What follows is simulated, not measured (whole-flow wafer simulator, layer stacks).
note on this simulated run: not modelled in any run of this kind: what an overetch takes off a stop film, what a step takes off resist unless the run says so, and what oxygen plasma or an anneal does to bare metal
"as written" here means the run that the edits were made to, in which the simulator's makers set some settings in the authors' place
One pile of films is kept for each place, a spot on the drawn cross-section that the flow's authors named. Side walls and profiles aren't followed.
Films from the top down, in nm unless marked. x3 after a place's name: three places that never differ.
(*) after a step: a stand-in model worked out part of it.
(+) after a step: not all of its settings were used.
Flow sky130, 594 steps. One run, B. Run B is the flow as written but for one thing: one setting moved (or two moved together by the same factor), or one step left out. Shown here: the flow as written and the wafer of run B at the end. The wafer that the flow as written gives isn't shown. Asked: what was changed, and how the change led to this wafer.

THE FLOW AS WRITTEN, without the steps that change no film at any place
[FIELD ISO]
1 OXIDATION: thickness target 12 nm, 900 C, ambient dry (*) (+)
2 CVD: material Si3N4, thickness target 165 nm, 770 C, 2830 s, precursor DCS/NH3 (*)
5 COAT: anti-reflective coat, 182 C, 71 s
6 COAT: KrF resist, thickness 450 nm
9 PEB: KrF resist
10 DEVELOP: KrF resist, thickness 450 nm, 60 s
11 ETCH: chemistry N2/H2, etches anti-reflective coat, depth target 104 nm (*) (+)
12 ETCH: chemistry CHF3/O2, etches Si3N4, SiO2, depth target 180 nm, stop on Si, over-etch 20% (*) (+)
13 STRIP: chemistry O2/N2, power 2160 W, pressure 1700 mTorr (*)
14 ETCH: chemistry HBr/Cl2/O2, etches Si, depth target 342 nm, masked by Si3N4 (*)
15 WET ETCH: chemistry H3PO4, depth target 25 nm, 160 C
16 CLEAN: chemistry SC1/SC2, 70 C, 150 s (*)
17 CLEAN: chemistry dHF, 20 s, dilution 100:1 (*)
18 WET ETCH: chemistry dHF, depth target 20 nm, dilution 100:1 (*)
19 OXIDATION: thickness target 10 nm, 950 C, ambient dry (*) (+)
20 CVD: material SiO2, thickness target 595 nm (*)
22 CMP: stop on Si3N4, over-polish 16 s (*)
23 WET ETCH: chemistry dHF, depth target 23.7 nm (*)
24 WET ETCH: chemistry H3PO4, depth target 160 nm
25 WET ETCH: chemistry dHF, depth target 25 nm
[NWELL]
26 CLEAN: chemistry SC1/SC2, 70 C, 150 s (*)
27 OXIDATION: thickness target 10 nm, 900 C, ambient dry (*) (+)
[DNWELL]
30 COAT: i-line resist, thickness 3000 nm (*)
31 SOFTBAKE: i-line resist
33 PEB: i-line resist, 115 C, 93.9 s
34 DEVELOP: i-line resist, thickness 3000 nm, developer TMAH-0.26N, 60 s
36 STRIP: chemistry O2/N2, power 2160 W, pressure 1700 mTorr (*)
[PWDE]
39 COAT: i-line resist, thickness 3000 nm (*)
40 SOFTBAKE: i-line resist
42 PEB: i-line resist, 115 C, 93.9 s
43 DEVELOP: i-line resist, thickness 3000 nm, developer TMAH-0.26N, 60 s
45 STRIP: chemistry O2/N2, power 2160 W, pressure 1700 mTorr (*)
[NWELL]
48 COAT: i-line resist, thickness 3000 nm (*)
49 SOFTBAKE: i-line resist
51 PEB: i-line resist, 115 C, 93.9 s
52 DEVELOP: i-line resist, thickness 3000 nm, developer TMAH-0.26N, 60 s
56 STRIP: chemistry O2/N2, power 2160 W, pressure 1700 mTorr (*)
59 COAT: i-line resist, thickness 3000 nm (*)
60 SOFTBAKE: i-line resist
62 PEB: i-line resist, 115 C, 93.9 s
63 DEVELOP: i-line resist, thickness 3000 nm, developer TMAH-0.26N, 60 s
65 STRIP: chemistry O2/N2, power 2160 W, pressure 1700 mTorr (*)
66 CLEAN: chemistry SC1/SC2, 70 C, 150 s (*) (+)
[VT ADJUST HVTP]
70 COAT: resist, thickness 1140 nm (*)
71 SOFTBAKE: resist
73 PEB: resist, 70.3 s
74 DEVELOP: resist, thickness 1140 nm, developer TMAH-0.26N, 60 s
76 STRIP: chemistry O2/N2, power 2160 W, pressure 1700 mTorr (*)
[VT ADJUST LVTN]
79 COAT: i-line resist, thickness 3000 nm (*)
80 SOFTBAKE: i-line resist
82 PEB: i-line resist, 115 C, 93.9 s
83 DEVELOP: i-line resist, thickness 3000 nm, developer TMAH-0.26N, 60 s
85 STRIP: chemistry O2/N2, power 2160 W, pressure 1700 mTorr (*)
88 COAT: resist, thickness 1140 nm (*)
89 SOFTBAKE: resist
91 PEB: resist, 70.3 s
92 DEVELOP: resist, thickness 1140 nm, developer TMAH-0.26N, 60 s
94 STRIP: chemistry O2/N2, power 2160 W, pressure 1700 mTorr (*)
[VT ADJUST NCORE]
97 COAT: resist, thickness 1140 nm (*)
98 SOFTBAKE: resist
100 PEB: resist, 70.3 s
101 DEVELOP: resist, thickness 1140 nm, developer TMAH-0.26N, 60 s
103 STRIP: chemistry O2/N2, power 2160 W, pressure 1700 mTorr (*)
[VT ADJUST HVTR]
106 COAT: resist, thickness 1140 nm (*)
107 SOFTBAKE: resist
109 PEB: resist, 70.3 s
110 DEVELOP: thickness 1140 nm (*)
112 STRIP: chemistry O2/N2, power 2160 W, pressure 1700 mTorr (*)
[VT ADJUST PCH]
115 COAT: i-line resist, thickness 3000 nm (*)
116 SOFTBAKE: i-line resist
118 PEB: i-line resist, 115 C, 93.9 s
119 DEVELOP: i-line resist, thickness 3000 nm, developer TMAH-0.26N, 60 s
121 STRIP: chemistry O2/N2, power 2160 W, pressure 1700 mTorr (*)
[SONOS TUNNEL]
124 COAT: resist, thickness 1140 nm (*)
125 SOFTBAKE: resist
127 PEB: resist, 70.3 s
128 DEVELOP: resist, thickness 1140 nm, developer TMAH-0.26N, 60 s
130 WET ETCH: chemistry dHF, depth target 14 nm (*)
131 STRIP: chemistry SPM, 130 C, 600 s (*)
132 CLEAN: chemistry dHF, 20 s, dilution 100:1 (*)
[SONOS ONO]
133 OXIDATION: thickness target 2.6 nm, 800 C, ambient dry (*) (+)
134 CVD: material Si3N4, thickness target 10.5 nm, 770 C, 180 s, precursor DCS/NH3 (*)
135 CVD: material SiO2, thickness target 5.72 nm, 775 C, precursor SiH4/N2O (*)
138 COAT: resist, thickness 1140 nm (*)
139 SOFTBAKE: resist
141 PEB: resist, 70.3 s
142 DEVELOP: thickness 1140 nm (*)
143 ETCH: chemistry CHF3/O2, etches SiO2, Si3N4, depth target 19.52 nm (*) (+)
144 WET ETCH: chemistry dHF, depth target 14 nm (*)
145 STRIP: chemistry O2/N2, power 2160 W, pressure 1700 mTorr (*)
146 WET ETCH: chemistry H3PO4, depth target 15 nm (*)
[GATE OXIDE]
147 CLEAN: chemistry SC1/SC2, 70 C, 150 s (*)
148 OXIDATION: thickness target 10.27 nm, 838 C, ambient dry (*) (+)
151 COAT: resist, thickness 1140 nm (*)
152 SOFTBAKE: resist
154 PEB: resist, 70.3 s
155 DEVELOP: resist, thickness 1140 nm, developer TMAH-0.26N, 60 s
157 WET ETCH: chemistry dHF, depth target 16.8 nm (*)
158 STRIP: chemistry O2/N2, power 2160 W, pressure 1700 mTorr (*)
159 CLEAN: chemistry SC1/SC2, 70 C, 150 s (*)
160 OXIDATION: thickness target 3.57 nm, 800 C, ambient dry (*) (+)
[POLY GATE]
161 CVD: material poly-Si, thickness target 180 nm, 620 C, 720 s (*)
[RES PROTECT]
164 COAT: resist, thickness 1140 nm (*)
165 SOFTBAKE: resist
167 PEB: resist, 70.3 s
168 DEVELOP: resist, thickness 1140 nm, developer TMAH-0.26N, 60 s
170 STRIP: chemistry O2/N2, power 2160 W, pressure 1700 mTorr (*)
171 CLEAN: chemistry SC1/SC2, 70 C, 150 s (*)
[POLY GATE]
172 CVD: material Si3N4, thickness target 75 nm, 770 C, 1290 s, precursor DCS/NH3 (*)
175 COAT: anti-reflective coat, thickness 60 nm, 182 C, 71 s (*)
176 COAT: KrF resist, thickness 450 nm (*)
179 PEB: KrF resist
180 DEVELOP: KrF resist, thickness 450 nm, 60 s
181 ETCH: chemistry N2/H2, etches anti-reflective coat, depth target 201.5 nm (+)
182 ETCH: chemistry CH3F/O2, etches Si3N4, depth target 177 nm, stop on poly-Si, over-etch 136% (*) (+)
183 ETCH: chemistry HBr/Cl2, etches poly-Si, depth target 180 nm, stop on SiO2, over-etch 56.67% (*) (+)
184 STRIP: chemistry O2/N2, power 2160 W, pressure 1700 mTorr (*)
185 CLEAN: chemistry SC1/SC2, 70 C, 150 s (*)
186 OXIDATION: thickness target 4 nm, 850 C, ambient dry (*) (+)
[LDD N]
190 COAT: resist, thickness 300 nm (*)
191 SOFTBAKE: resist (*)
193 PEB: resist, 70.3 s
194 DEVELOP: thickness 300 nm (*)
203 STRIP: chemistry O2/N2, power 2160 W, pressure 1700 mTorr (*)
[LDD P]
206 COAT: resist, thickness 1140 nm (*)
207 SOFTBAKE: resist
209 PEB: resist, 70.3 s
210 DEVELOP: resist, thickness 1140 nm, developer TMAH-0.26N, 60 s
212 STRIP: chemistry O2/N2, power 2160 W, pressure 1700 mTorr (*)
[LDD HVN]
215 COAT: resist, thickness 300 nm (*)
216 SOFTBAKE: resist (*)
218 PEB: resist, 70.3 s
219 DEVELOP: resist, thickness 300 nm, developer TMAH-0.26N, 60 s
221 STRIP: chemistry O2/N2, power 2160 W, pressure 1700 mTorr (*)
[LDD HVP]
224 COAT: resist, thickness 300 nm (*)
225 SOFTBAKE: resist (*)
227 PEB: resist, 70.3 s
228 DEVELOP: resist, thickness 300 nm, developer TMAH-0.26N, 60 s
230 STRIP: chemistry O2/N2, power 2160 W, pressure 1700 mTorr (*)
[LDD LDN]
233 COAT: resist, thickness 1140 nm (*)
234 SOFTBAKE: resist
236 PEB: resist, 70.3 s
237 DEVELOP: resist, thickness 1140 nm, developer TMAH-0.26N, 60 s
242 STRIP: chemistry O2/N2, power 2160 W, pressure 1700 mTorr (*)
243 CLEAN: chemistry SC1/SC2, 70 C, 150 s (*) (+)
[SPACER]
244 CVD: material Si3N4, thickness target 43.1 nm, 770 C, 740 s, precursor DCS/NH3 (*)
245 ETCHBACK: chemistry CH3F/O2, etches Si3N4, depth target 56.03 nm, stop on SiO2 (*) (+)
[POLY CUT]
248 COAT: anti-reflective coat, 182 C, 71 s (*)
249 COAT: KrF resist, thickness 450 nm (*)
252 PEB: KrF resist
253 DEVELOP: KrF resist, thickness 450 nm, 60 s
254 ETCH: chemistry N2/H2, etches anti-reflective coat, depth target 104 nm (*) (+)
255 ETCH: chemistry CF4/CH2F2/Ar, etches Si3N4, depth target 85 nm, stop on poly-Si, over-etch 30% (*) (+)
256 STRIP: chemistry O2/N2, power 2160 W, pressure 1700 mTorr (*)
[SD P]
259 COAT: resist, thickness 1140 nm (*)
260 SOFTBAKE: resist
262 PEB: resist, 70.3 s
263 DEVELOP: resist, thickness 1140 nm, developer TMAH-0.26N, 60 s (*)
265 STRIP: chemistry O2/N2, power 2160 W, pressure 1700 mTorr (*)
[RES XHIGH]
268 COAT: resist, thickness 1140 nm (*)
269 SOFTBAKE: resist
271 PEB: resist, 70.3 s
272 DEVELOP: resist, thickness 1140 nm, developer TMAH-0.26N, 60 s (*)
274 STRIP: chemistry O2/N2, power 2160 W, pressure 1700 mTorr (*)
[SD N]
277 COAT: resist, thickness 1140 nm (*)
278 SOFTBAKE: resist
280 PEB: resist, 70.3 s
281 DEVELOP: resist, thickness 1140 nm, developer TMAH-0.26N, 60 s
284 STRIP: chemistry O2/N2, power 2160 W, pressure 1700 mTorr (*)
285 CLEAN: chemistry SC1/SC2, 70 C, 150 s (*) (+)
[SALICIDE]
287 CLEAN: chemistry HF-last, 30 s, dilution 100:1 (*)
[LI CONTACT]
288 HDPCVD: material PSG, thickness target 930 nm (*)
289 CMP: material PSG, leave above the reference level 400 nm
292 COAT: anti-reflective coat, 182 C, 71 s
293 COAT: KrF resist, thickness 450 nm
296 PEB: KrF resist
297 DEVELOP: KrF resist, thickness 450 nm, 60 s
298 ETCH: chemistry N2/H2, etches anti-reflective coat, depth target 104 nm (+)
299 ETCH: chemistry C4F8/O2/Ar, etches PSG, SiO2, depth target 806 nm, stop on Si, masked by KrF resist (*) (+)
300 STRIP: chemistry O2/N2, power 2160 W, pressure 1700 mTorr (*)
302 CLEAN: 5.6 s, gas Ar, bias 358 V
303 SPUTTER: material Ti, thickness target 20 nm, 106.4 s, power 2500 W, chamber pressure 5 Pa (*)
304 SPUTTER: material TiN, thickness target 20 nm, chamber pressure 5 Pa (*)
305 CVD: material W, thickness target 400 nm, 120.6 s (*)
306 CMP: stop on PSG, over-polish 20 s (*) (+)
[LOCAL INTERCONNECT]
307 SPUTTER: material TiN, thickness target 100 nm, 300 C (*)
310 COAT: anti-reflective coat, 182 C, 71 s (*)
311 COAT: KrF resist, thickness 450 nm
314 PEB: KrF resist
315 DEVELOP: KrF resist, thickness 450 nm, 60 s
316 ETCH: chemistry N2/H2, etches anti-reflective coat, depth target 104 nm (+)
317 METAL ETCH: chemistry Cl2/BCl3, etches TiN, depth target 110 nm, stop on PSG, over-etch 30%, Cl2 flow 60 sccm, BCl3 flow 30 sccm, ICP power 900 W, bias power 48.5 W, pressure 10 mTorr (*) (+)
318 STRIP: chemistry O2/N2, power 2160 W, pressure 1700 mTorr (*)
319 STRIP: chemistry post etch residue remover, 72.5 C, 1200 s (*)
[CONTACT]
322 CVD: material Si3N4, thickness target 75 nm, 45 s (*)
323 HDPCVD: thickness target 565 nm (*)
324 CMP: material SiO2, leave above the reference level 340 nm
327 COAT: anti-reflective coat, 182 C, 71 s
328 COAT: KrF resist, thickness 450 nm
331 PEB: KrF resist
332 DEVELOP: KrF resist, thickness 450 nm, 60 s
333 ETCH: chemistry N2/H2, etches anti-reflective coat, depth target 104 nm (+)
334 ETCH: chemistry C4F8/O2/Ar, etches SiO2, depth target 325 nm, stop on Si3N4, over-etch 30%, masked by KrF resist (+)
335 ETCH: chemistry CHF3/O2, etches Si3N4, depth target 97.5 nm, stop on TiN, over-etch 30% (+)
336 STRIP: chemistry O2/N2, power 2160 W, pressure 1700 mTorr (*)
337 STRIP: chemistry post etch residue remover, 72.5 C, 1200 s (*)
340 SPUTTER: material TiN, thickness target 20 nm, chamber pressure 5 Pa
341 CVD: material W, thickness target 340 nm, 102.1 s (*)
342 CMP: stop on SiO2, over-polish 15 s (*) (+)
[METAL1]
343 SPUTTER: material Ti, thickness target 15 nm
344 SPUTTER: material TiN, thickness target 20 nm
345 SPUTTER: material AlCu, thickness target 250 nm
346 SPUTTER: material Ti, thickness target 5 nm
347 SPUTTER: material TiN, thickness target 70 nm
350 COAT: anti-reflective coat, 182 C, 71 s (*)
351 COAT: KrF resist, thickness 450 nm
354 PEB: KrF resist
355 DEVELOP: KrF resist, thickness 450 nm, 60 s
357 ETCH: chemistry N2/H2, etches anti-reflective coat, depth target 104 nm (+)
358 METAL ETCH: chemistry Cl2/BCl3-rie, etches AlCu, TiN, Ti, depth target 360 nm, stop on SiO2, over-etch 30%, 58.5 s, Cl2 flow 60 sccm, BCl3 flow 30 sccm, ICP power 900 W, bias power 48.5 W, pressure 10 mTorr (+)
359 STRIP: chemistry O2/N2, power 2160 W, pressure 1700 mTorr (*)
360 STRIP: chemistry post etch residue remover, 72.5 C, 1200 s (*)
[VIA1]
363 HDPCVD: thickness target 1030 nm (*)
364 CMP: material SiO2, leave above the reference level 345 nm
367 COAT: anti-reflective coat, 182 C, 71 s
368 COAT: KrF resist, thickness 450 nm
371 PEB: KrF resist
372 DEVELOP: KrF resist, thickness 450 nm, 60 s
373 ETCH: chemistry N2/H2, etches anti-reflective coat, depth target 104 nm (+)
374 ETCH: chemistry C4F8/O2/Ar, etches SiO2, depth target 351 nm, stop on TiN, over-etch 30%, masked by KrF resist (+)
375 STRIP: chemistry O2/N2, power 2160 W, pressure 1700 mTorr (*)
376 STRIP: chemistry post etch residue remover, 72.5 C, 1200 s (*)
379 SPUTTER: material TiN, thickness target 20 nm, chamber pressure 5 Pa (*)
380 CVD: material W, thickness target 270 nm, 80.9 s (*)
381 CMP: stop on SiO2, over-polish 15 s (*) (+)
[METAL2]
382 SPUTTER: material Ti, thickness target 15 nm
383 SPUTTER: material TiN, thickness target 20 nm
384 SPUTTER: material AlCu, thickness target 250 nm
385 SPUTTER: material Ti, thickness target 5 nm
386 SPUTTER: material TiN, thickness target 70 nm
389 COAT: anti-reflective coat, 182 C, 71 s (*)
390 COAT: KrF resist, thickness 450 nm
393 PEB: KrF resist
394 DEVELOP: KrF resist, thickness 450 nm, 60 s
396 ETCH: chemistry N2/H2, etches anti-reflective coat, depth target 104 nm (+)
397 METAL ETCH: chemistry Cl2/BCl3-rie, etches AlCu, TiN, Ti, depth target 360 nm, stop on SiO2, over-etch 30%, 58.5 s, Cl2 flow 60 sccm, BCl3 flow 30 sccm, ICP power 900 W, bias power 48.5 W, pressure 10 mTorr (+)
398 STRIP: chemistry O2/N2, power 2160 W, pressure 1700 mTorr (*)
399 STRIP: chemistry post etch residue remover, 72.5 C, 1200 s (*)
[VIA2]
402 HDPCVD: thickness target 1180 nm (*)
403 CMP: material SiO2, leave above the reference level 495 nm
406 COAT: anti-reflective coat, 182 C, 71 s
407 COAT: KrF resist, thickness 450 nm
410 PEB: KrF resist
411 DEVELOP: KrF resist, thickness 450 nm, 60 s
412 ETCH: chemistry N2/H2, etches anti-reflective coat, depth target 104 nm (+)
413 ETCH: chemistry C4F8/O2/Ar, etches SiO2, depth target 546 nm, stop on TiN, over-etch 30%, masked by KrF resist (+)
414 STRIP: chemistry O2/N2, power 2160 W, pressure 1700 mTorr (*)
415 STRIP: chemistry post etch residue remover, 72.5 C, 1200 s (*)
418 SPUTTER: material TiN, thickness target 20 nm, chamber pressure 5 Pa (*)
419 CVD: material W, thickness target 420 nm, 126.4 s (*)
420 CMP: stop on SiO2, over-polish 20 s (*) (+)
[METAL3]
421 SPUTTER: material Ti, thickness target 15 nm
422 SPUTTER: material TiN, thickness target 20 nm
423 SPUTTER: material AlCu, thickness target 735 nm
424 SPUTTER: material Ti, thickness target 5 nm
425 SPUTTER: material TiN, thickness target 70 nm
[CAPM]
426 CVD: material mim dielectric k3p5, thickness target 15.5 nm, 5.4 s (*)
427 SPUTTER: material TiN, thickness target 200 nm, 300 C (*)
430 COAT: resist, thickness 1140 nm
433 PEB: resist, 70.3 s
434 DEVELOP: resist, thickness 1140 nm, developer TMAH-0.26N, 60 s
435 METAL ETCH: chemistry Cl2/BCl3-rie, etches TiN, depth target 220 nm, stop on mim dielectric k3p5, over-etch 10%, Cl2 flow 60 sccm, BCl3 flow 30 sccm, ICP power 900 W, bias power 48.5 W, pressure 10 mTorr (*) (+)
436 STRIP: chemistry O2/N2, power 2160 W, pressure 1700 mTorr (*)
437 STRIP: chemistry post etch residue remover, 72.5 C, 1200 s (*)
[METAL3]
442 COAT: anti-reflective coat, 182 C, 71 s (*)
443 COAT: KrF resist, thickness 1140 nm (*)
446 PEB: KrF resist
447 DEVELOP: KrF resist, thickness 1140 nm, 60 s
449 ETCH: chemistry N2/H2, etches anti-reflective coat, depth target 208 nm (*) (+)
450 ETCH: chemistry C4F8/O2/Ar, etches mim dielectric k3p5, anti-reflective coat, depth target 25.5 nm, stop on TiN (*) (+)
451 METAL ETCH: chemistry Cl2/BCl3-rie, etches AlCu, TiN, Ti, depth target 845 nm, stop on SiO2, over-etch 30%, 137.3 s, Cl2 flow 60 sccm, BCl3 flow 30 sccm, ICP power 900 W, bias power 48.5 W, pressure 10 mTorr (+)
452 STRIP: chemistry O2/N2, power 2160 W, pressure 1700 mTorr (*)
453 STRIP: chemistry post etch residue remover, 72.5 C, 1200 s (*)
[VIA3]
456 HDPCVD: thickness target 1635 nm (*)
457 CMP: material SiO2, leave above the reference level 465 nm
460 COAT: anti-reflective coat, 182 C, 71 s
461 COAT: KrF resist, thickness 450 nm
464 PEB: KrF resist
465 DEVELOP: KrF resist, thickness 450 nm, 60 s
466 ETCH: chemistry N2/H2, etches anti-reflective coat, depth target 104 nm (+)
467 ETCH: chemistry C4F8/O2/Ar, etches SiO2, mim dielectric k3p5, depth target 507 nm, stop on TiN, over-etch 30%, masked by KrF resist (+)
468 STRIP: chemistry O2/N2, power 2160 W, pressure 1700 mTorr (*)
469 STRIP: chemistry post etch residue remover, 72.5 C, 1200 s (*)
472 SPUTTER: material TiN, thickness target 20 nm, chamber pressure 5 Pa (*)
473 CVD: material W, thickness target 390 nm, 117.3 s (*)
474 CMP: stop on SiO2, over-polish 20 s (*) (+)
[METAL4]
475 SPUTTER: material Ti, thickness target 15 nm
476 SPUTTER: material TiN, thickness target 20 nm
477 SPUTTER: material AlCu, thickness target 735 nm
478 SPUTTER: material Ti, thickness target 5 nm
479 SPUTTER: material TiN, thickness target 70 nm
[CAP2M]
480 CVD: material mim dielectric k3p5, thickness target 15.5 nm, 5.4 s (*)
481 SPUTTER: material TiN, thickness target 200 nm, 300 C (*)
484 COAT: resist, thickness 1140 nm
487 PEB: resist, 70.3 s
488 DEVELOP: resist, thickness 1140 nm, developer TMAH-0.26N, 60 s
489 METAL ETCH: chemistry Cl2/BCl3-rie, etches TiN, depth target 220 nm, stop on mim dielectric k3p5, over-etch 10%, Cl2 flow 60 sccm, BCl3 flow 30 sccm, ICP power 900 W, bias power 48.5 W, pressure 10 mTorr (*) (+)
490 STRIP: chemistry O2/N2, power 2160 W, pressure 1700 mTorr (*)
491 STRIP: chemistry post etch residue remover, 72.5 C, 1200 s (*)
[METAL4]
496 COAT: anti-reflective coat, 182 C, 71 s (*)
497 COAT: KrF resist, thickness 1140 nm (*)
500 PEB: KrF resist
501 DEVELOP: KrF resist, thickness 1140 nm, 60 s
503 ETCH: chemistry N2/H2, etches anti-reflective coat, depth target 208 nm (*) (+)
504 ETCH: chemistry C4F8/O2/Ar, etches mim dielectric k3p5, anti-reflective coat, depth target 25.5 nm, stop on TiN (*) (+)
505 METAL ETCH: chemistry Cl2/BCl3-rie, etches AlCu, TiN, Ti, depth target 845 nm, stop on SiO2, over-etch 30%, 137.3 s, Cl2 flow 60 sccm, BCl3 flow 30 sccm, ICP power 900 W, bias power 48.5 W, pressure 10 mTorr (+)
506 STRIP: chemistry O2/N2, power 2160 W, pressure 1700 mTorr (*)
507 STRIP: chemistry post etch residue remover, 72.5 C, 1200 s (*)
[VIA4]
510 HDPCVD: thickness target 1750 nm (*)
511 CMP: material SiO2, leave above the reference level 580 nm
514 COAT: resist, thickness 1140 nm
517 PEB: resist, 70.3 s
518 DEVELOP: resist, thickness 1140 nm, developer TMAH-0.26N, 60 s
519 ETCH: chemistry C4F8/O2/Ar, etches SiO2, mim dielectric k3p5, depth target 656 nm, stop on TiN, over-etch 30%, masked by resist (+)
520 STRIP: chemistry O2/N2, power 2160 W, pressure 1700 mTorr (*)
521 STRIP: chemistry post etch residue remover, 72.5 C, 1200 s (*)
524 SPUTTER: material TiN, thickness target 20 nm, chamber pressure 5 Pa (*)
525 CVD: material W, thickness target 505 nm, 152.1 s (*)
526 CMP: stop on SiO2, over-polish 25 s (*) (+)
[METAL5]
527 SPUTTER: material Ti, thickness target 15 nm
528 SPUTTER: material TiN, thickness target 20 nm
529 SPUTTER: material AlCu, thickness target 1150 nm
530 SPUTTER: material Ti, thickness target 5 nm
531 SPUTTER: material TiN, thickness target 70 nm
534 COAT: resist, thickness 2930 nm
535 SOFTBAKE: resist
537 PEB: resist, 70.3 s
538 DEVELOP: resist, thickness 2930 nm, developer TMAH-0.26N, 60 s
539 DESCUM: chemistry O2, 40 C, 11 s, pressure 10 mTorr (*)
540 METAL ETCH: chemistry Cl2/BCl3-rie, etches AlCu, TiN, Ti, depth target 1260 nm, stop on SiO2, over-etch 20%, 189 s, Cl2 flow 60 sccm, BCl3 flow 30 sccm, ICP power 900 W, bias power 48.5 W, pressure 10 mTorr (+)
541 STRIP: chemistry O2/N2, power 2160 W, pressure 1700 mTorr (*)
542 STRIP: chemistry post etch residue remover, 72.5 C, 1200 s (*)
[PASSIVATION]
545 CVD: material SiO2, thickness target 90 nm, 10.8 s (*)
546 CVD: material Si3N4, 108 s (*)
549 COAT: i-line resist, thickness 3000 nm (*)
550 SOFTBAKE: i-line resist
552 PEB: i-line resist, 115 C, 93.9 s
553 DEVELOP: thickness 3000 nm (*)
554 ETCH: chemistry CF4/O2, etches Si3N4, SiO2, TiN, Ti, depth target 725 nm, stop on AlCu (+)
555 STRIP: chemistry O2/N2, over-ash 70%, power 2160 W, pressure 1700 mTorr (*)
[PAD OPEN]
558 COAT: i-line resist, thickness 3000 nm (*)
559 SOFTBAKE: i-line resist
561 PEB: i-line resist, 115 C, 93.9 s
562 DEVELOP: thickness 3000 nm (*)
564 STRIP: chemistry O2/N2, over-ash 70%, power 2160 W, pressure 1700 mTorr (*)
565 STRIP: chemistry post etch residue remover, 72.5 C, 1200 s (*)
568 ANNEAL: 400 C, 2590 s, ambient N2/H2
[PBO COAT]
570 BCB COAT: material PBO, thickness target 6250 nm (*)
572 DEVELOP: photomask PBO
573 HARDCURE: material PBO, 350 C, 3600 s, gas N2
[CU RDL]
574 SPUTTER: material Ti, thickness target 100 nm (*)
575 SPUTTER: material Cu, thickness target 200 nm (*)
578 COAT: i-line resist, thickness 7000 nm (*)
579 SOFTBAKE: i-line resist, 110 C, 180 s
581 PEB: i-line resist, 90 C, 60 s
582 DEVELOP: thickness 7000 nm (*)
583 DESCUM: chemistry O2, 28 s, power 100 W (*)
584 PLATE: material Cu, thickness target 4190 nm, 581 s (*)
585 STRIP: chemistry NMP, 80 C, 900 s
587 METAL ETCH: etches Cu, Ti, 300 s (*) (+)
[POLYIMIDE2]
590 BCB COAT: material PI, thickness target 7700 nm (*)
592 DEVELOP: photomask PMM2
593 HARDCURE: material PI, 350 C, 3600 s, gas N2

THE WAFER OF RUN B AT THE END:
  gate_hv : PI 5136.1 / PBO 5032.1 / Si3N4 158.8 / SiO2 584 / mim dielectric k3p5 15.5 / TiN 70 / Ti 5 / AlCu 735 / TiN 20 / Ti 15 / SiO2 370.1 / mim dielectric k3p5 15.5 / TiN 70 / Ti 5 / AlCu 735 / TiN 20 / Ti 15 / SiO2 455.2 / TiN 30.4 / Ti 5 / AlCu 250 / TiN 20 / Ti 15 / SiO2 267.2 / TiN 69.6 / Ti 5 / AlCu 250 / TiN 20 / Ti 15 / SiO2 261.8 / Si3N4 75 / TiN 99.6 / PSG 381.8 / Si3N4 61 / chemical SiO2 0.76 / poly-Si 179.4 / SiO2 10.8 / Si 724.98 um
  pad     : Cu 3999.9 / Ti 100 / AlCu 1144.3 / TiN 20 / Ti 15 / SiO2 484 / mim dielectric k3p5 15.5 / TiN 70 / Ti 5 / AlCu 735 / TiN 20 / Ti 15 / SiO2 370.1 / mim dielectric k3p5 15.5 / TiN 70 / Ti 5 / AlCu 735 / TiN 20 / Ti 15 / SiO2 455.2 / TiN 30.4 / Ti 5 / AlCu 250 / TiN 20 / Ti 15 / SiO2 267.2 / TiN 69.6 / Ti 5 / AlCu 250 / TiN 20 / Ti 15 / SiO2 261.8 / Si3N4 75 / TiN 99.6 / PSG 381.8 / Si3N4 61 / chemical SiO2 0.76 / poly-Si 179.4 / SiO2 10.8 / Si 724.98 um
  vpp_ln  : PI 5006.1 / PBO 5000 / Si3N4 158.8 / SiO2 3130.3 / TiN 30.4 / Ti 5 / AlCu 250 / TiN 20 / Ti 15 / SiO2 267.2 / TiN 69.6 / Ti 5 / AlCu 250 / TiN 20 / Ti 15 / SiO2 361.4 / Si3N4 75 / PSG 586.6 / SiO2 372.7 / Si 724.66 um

The cause: step 386, SPUTTER: thickness target 30.8 nm was run, where the flow has thickness target 70 nm.

How the change led to this, step by step:
  386 SPUTTER: material TiN, thickness target 70 nm
      field, active, n_well and 188 more: TiN +30.8 (new film) (as written it would be: TiN +70 (new film))
  397 METAL ETCH: chemistry Cl2/BCl3-rie, etches AlCu, TiN, Ti, depth target 360 nm, stop on SiO2, over-etch 30%, 58.5 s, Cl2 flow 60 sccm, BCl3 flow 30 sccm, ICP power 900 W, bias power 48.5 W, pressure 10 mTorr (+)
      field, active, gate and 82 more: TiN -29.5 (all of it), Ti -5 (all of it), AlCu -250 (all of it), TiN -20 (all of it), Ti -15 (all of it), SiO2 -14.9 (as written it would be: TiN -68.7 (all of it), Ti -5 (all of it), AlCu -250 (all of it), TiN -20 (all of it), Ti -15 (all of it), SiO2 -10.9)
  403 CMP: material SiO2, leave above the reference level 495 nm
      n_well, p_well, gate_hv and 101 more: SiO2 -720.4 (as written it would be: SiO2 -759.6)
      m1, via1_hole: SiO2 -719.9 (as written it would be: SiO2 -759.1)
  413 ETCH: chemistry C4F8/O2/Ar, etches SiO2, depth target 546 nm, stop on TiN, over-etch 30%, masked by KrF resist (+)
      m1: SiO2 -459.5 (all of it) (as written it would be: SiO2 -420.3 (all of it))
      via2_hole: SiO2 -459 (all of it) (as written it would be: SiO2 -419.8 (all of it))
  418 SPUTTER: material TiN, thickness target 20 nm, chamber pressure 5 Pa (*)
      m1: TiN +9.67 (as written it would be: TiN +10.2)
      via2_hole: TiN +9.66 (as written it would be: TiN +10.2)
  419 CVD: material W, thickness target 420 nm, 126.4 s (*)
      m1: W +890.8 (new film) (as written it would be: W +851.1 (new film))
      via2_hole: W +890.4 (new film) (as written it would be: W +850.7 (new film))
